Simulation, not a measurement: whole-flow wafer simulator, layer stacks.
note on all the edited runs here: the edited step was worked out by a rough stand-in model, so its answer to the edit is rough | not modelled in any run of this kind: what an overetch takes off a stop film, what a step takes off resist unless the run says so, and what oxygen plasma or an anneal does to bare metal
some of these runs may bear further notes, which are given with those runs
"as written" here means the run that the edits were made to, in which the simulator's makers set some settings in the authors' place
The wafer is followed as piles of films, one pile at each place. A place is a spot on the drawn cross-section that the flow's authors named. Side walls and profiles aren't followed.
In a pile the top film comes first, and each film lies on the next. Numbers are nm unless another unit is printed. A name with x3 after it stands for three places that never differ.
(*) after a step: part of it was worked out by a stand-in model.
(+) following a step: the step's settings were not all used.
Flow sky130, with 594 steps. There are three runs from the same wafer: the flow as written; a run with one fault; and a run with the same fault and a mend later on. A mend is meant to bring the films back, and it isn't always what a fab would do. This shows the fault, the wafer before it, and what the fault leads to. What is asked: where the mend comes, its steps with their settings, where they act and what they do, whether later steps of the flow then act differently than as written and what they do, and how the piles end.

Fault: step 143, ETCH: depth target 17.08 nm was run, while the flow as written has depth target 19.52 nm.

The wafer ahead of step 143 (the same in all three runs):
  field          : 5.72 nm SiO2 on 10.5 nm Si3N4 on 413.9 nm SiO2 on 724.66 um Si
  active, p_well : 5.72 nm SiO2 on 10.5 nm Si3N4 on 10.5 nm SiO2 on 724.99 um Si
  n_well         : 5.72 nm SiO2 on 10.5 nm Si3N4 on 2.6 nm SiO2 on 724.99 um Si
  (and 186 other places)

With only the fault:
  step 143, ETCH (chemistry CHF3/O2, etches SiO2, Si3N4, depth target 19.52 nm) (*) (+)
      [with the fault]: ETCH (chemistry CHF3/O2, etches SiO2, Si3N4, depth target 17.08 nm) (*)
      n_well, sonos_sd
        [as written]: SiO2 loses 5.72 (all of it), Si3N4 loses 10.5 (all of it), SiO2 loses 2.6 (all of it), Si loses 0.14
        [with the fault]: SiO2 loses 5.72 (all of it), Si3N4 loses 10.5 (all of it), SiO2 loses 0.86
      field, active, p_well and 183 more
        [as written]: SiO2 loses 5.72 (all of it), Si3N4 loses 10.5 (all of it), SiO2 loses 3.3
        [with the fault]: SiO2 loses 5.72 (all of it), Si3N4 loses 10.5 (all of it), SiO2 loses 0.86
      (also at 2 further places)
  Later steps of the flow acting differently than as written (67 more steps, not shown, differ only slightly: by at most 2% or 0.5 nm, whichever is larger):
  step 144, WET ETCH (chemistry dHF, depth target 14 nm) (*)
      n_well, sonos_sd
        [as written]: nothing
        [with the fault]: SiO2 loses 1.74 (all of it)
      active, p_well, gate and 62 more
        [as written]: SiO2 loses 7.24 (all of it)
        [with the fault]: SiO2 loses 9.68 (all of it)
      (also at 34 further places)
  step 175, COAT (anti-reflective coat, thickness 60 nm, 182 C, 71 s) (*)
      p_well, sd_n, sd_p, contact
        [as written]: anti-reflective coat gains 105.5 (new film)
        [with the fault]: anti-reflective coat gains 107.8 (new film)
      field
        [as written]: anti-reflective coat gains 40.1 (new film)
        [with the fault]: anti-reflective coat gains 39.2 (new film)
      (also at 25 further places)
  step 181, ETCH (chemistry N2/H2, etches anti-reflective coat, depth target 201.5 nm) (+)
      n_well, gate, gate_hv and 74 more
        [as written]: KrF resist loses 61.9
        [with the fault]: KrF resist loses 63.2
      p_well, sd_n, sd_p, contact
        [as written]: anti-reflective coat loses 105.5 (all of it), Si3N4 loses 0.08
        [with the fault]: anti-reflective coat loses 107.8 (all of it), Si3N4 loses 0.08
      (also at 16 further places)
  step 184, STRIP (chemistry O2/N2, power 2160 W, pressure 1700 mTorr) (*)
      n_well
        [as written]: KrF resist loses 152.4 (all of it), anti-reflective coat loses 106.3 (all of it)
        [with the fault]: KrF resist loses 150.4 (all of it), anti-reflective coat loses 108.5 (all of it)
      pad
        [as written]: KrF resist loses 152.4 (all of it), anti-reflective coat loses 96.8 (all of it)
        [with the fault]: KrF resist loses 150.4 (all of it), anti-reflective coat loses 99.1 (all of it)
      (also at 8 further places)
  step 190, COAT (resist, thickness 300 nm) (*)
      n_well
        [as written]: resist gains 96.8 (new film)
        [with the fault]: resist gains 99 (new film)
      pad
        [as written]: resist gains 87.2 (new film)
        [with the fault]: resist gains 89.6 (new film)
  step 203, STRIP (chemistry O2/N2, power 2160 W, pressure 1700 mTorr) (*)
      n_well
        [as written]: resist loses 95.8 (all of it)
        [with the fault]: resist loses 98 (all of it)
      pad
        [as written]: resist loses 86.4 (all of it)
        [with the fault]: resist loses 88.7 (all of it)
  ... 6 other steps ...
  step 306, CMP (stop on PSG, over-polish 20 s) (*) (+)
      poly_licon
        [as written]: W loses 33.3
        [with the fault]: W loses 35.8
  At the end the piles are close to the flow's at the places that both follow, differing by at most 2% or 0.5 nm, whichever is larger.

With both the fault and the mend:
  The mend stands after step 143.
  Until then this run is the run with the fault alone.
  step 143a, ETCH (chemistry CHF3/O2, etches SiO2, Si3N4, depth target 2.44 nm) (*) (+) (a further turn of the flow's step 143, with different settings)
      field, active, p_well and 183 more
        SiO2 loses 2.44
      n_well, sonos_sd
        SiO2 loses 1.74 (all of it), Si loses 0.14
      sonos_cell, sonos_cell_x
        resist loses 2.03
  None of the later steps of the flow differs from how it acts as written, at any place that is followed, by more than 2% or 0.5 nm, whichever is larger.
  At every place that both follow, the piles at the end match the flow's.
